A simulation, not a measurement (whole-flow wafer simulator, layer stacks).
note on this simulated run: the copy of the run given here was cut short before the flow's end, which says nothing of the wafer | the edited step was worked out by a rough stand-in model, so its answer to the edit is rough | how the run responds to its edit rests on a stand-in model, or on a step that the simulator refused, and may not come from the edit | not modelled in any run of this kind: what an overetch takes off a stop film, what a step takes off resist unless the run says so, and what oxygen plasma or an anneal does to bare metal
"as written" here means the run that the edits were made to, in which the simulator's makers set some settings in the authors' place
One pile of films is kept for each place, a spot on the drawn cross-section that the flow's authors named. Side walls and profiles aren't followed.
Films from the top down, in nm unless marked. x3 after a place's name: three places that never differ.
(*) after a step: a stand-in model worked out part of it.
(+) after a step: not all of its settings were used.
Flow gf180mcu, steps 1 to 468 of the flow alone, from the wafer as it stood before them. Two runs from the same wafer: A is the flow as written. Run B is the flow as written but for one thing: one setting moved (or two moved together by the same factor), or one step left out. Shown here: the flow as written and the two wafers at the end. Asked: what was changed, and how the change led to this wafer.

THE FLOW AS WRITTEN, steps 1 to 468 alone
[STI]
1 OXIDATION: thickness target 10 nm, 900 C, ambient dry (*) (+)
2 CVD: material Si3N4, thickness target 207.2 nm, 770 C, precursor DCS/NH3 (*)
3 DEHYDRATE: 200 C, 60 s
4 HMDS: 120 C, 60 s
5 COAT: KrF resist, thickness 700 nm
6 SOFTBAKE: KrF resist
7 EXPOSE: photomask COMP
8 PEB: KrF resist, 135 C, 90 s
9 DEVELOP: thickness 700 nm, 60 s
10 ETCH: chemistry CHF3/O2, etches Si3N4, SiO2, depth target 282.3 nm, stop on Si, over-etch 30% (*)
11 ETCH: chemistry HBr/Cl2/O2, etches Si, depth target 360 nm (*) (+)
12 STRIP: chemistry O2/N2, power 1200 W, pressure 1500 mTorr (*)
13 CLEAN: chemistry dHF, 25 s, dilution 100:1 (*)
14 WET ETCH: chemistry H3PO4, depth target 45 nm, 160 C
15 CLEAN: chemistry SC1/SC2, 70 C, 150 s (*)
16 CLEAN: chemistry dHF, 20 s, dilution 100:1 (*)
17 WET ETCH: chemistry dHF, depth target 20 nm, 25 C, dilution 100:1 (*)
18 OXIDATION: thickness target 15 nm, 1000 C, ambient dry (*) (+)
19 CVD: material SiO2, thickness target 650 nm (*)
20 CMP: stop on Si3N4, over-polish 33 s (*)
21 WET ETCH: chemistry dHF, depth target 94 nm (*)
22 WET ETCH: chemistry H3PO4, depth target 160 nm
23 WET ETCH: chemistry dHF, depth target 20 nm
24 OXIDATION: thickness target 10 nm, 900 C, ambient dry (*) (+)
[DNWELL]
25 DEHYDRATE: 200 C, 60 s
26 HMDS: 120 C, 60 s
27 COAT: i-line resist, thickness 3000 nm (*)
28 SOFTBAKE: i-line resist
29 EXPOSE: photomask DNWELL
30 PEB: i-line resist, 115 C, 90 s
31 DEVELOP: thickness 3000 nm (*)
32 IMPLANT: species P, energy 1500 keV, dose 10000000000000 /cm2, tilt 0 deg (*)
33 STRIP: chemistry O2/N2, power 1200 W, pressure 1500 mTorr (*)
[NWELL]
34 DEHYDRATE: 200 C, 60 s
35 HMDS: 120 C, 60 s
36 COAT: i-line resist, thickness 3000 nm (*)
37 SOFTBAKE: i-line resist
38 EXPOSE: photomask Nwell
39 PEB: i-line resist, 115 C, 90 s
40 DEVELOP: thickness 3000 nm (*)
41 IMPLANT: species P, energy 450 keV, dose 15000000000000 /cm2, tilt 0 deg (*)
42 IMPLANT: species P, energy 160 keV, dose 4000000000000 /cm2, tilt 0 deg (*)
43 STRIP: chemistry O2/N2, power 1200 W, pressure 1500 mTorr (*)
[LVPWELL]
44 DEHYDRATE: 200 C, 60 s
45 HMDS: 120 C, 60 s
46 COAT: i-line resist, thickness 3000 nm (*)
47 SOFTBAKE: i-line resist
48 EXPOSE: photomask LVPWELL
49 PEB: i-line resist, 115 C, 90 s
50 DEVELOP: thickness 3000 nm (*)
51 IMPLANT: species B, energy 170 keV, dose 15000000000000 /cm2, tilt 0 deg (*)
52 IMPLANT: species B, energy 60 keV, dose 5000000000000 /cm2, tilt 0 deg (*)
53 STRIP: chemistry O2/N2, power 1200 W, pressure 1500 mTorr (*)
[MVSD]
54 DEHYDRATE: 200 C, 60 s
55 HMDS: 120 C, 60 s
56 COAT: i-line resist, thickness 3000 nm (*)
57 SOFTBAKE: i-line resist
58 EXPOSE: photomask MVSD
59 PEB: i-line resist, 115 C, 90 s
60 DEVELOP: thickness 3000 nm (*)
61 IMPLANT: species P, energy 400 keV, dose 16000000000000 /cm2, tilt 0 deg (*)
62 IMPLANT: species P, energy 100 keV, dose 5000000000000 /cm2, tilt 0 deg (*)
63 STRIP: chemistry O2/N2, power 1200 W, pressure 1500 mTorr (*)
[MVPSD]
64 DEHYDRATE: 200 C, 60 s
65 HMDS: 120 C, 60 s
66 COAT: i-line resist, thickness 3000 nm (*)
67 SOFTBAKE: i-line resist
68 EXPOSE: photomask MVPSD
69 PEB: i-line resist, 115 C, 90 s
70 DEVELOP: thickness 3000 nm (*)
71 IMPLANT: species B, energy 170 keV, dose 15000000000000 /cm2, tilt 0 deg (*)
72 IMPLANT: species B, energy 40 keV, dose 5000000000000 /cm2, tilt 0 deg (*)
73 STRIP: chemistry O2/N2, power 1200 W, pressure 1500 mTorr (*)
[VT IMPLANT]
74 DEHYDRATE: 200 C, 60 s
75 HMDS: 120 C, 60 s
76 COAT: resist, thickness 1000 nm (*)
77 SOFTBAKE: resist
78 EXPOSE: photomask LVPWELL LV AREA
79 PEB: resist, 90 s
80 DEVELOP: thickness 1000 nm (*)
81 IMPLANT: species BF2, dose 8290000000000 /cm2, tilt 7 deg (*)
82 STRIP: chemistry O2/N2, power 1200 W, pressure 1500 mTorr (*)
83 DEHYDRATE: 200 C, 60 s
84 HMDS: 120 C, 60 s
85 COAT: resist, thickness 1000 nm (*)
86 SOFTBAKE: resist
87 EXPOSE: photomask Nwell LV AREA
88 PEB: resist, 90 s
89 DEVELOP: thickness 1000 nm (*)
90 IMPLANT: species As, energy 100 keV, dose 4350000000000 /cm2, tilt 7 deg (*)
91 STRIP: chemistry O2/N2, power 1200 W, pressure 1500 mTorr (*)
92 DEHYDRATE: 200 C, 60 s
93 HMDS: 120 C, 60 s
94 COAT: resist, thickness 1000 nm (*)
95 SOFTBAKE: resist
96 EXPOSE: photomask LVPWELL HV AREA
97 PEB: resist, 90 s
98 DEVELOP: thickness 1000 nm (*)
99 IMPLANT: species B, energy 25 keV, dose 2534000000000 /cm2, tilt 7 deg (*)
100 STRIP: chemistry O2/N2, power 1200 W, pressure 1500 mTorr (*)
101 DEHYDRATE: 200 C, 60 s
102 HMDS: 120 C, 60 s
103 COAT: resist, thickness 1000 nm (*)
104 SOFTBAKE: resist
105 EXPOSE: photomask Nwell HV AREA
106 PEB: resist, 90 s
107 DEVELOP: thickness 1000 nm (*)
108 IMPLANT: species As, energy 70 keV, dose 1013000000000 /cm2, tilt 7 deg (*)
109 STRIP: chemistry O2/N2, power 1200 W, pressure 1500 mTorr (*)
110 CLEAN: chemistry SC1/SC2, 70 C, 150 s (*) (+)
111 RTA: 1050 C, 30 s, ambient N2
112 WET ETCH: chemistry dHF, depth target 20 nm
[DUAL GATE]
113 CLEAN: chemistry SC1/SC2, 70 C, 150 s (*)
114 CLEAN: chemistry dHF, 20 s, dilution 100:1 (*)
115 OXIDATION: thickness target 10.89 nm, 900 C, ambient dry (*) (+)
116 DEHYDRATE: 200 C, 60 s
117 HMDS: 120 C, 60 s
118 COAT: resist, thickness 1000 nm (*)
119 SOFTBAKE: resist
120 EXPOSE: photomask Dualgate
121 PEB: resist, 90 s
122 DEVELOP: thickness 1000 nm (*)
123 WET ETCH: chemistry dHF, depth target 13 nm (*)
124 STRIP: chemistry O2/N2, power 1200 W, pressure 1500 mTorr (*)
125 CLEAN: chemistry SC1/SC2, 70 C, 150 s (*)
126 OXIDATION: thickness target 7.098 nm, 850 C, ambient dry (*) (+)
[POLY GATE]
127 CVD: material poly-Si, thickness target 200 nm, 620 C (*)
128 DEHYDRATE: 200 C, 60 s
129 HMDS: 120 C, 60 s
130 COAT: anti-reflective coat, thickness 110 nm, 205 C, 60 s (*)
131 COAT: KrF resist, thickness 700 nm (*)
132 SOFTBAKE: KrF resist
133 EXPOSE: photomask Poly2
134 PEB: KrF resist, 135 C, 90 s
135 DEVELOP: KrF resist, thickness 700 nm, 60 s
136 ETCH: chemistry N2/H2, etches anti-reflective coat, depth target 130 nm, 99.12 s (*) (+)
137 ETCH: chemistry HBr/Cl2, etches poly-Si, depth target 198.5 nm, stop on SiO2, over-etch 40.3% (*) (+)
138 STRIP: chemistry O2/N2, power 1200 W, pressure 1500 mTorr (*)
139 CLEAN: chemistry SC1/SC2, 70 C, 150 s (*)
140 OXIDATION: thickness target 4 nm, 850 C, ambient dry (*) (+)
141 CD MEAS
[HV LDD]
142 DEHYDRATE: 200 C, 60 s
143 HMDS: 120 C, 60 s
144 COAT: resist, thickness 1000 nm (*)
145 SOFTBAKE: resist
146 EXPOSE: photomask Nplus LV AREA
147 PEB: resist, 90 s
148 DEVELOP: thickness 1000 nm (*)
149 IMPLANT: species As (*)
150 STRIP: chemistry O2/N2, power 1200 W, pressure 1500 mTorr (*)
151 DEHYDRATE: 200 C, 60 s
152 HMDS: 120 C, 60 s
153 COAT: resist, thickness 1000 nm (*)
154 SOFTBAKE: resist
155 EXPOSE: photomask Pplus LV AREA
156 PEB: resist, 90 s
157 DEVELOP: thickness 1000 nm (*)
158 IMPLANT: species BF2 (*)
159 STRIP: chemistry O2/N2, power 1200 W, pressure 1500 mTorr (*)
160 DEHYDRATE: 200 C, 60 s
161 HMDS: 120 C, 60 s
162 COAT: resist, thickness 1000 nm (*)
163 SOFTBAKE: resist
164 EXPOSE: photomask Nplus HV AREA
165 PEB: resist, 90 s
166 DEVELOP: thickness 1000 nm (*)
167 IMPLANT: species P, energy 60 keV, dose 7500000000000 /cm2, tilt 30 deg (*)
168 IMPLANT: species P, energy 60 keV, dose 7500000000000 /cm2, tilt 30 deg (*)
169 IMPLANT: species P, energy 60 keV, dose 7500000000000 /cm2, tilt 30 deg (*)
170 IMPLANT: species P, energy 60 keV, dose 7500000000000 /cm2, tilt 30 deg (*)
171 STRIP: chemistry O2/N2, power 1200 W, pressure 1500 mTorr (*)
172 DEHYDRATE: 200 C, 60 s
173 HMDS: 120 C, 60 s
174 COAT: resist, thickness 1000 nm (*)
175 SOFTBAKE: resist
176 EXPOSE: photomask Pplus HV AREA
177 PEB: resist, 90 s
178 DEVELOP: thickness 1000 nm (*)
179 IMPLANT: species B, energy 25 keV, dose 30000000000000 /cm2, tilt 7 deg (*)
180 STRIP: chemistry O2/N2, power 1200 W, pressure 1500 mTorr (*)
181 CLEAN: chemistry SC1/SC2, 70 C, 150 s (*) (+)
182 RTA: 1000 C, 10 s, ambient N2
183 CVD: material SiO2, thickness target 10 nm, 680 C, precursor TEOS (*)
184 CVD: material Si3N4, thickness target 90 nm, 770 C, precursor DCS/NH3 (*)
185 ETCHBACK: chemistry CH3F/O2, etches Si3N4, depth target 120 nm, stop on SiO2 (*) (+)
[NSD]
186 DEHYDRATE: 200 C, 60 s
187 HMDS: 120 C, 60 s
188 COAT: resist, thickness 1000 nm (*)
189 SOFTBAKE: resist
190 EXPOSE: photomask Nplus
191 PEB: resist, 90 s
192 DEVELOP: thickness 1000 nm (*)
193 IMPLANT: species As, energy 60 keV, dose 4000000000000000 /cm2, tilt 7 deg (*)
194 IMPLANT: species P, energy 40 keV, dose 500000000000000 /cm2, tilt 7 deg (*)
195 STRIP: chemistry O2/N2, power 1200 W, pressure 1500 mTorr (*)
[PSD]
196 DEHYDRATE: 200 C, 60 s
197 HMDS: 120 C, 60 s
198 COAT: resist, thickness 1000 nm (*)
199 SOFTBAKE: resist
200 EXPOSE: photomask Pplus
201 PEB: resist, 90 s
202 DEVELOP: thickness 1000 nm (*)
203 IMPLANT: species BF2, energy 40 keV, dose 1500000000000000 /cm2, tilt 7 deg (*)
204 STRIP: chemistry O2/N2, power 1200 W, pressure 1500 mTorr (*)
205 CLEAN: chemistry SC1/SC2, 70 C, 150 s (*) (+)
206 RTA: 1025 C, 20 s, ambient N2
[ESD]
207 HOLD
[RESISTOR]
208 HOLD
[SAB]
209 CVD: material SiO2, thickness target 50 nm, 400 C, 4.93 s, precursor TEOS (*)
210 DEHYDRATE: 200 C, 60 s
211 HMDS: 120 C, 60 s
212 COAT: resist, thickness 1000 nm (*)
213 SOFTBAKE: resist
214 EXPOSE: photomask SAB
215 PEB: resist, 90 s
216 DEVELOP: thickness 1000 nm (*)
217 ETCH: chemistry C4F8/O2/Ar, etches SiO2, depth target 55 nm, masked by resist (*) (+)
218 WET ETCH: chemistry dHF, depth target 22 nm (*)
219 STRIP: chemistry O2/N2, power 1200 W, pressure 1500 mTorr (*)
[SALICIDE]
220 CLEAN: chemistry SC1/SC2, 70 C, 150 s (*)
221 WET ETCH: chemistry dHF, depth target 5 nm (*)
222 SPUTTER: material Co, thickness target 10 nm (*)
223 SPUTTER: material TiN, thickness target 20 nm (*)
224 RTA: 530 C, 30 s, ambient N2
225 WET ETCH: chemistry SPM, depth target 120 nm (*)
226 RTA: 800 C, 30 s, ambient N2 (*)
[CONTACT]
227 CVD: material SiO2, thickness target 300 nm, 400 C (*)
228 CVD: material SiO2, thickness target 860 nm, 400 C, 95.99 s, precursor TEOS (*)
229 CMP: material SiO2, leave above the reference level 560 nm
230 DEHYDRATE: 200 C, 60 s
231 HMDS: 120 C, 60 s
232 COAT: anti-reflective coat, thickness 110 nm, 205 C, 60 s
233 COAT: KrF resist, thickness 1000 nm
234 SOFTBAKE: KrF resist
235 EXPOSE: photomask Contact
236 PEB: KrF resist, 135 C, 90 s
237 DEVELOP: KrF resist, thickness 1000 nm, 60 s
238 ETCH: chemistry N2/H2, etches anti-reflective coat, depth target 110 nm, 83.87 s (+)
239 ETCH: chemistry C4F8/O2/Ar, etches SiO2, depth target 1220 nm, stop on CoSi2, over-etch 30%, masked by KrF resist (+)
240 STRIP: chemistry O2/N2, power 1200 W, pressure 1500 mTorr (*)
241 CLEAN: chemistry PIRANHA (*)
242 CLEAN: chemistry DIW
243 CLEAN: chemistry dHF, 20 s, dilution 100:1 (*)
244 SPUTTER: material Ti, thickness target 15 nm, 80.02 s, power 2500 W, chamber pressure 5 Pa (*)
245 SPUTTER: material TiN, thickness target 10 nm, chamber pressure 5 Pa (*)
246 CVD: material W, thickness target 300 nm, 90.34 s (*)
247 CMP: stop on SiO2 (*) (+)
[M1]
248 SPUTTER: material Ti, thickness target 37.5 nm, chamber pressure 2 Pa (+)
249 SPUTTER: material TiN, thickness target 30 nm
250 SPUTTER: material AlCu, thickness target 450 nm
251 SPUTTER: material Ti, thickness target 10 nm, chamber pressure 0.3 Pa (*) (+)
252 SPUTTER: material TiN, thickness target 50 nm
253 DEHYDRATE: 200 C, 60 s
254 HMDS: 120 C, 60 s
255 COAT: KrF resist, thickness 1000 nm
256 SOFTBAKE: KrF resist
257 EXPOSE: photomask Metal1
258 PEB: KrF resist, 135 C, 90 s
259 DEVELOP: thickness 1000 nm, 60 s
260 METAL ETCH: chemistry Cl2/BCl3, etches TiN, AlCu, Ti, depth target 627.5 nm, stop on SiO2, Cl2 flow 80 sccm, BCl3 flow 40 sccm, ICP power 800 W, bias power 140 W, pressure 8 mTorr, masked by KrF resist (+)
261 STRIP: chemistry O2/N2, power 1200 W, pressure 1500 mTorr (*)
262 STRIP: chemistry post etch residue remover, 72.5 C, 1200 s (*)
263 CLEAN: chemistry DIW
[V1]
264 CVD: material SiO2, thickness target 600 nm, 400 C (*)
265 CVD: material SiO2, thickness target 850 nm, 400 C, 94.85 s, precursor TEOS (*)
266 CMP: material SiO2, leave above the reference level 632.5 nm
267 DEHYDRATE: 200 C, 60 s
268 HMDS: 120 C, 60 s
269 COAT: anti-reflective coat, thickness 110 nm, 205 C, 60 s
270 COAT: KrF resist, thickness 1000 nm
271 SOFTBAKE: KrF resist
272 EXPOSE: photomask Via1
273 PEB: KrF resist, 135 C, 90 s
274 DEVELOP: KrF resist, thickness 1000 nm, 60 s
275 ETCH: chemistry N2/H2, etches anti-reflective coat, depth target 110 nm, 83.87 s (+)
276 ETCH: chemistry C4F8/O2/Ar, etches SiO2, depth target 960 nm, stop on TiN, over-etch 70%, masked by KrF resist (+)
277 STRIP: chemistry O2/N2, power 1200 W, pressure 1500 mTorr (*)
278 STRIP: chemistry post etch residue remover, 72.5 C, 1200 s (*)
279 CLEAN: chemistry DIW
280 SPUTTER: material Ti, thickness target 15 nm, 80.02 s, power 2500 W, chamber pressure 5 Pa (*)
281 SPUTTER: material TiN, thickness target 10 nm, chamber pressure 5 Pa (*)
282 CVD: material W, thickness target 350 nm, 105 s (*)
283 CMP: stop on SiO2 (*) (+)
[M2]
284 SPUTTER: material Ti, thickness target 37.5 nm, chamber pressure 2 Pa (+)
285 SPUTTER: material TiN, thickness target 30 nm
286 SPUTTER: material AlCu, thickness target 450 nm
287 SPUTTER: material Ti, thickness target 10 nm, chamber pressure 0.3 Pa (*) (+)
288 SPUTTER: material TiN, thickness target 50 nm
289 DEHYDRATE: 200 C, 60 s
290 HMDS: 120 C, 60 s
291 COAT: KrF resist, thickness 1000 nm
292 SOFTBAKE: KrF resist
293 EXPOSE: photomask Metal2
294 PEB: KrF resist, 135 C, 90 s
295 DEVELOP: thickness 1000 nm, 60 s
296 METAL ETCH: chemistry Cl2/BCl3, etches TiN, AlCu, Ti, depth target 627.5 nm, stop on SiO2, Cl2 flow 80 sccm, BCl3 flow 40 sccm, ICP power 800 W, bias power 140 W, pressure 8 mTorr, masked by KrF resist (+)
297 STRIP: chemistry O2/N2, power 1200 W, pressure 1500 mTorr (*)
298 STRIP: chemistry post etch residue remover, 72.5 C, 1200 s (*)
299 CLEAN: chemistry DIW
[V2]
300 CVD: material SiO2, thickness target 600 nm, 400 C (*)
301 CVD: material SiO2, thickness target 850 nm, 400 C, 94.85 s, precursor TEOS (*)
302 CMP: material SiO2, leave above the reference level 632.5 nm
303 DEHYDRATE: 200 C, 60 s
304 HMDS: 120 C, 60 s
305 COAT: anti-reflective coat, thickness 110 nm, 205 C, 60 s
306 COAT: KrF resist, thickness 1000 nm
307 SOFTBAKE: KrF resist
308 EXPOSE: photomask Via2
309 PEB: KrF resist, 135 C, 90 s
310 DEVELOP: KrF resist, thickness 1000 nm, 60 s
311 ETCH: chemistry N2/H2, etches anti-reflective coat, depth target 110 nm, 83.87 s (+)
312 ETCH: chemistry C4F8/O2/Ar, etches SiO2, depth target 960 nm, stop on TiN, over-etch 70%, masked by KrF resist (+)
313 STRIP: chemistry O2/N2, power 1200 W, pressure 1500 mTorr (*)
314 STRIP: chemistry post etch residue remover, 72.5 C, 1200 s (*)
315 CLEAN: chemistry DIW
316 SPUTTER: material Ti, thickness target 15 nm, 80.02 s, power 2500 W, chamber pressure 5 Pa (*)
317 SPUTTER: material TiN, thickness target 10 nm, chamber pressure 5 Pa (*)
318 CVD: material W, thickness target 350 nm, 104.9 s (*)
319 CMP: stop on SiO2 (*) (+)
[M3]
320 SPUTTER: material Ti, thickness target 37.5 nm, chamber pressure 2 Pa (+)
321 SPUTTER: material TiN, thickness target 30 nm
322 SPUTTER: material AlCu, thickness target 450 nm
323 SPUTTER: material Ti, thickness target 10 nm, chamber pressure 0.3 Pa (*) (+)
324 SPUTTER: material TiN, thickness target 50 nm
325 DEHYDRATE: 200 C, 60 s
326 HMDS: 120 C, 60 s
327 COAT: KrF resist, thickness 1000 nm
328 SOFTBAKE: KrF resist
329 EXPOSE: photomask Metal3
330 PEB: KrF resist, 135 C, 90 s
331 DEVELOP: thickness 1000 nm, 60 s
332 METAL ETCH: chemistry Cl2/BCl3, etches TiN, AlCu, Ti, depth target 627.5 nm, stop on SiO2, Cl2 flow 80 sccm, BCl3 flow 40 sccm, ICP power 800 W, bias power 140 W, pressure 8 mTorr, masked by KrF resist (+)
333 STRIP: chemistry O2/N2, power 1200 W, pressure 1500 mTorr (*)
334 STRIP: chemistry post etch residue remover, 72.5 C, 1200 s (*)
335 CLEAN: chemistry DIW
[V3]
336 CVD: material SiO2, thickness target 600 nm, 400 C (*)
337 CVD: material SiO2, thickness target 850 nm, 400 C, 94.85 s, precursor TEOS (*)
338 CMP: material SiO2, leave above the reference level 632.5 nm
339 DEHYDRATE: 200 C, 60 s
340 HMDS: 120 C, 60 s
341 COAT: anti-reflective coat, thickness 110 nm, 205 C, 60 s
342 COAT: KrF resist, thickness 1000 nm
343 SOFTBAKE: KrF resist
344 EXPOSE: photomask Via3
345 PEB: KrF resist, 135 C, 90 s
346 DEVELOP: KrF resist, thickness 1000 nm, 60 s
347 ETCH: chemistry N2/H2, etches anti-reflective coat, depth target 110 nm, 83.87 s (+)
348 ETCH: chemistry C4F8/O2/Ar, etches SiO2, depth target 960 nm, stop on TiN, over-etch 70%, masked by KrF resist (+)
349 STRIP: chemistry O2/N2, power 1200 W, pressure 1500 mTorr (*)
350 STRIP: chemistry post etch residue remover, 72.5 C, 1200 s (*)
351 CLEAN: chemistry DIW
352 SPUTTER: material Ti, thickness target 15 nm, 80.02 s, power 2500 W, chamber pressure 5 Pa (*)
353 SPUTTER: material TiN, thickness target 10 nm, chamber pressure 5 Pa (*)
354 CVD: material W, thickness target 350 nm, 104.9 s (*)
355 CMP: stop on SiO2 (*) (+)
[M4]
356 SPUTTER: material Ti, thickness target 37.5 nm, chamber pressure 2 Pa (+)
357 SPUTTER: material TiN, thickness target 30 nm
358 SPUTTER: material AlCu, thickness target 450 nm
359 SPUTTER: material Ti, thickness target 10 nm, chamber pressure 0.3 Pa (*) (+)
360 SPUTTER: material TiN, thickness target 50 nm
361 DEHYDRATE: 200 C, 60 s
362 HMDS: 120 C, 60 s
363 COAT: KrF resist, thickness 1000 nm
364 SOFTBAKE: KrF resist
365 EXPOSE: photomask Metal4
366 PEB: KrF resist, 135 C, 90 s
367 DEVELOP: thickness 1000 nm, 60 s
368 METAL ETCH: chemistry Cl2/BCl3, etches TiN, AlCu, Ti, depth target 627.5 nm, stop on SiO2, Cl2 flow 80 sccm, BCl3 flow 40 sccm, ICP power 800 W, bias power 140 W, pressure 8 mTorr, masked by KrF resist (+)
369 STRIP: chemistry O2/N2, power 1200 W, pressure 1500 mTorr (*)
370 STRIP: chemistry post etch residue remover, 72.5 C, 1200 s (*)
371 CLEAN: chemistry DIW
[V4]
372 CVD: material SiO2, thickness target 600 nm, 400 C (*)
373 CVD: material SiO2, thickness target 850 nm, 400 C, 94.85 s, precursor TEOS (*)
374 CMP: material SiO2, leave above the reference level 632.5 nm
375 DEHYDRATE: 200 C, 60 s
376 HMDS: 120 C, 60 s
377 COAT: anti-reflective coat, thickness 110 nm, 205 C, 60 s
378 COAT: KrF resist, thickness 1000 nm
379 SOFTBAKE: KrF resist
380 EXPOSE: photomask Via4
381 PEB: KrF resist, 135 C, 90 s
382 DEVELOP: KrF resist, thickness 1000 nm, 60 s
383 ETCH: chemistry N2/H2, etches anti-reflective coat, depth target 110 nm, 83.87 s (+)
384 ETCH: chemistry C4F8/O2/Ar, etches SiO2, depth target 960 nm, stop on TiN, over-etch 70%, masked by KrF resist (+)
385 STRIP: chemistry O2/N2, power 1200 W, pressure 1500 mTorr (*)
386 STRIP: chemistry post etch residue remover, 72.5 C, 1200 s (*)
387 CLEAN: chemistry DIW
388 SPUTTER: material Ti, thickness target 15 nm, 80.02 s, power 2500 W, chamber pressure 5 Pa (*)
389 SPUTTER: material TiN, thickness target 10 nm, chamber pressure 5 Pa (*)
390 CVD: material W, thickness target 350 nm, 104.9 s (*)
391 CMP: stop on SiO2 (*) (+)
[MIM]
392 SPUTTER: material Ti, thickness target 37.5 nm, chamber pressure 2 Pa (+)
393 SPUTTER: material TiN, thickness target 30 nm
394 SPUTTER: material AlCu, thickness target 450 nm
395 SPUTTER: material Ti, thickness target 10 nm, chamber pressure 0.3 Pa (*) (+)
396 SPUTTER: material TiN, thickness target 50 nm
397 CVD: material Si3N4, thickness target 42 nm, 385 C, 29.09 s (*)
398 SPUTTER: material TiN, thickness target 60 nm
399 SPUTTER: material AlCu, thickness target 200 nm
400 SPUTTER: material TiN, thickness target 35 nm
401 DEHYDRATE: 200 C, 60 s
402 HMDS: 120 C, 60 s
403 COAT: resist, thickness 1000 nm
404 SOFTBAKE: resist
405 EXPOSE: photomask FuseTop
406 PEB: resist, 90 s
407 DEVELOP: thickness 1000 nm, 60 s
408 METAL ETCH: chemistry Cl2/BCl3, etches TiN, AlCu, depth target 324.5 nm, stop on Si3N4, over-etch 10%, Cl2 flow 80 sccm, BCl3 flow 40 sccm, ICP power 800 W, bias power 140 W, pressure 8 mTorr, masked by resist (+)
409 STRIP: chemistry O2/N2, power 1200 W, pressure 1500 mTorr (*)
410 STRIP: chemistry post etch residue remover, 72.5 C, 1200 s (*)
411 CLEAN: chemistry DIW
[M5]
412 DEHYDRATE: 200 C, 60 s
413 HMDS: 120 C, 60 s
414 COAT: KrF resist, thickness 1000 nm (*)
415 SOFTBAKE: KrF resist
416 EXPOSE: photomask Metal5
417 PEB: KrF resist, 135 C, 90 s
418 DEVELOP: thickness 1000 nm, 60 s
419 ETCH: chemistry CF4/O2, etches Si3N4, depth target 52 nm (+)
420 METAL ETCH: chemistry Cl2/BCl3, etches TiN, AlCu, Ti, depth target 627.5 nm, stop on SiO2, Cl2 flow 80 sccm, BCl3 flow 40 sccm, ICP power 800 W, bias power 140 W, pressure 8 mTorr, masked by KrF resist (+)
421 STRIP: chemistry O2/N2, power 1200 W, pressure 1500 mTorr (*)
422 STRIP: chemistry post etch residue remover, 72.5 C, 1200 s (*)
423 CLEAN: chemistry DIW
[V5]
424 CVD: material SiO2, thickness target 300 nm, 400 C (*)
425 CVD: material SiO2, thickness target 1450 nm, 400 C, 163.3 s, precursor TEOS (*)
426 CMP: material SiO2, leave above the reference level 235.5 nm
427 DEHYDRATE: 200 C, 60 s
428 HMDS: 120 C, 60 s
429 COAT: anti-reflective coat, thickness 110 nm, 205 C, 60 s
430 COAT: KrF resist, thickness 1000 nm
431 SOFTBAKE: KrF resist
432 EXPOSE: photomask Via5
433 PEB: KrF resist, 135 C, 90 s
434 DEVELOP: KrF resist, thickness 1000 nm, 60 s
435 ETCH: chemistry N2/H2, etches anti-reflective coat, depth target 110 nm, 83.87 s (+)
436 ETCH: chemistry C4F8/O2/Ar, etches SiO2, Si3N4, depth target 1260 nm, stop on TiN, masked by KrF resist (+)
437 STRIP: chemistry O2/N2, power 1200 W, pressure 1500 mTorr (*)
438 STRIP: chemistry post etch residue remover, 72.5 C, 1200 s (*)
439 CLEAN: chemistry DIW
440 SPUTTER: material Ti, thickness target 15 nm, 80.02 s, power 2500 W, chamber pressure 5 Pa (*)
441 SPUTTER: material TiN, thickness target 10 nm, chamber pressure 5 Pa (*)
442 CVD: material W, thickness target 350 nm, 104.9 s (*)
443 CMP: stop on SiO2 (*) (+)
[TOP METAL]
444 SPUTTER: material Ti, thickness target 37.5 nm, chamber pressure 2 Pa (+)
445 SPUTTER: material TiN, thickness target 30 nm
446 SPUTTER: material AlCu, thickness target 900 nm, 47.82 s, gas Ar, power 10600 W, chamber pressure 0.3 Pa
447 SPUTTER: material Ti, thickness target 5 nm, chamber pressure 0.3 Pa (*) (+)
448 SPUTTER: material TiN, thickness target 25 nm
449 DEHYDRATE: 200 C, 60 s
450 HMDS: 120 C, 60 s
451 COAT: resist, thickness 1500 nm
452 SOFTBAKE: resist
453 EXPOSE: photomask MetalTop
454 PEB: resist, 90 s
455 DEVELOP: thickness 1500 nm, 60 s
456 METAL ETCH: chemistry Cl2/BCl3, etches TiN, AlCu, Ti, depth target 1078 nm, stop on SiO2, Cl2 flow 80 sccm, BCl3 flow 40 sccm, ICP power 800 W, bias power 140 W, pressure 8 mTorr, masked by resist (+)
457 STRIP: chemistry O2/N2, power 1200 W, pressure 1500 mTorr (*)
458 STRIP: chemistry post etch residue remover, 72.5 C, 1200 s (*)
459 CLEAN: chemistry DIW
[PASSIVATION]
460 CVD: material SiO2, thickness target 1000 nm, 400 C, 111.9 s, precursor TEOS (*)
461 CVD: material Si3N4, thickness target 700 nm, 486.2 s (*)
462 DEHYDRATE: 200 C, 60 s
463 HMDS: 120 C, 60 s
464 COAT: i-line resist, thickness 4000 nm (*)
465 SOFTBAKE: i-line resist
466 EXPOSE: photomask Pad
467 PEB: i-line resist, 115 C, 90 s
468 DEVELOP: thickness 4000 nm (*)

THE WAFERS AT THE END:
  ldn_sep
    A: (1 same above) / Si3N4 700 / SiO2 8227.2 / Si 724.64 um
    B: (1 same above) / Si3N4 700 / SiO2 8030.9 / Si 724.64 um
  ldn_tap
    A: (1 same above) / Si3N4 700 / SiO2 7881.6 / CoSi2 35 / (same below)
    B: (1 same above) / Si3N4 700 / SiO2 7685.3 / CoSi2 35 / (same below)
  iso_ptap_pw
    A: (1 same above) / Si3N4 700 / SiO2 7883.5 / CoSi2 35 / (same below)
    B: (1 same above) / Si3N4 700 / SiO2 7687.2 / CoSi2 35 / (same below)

The cause: step 460, CVD: 89.56 s was run, where the flow has 111.9 s.

How the change led to this, step by step:
  460 CVD: material SiO2, thickness target 1000 nm, 400 C, 111.9 s, precursor TEOS (*)
      field, field__w1, field__w2 and 103 more: A SiO2 +1000 | B SiO2 +803.7
      field__w8, contact, m1, m1__w1, pad, m1_nw: A SiO2 +1000 (new film) | B SiO2 +803.7 (new film)
  465 SOFTBAKE: i-line resist
      field__w5, field__w9: A i-line resist +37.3 | B i-line resist +30.3
      field__w11, field__w13: A i-line resist +37.9 | B i-line resist +31.3
      (and at 57 more places)
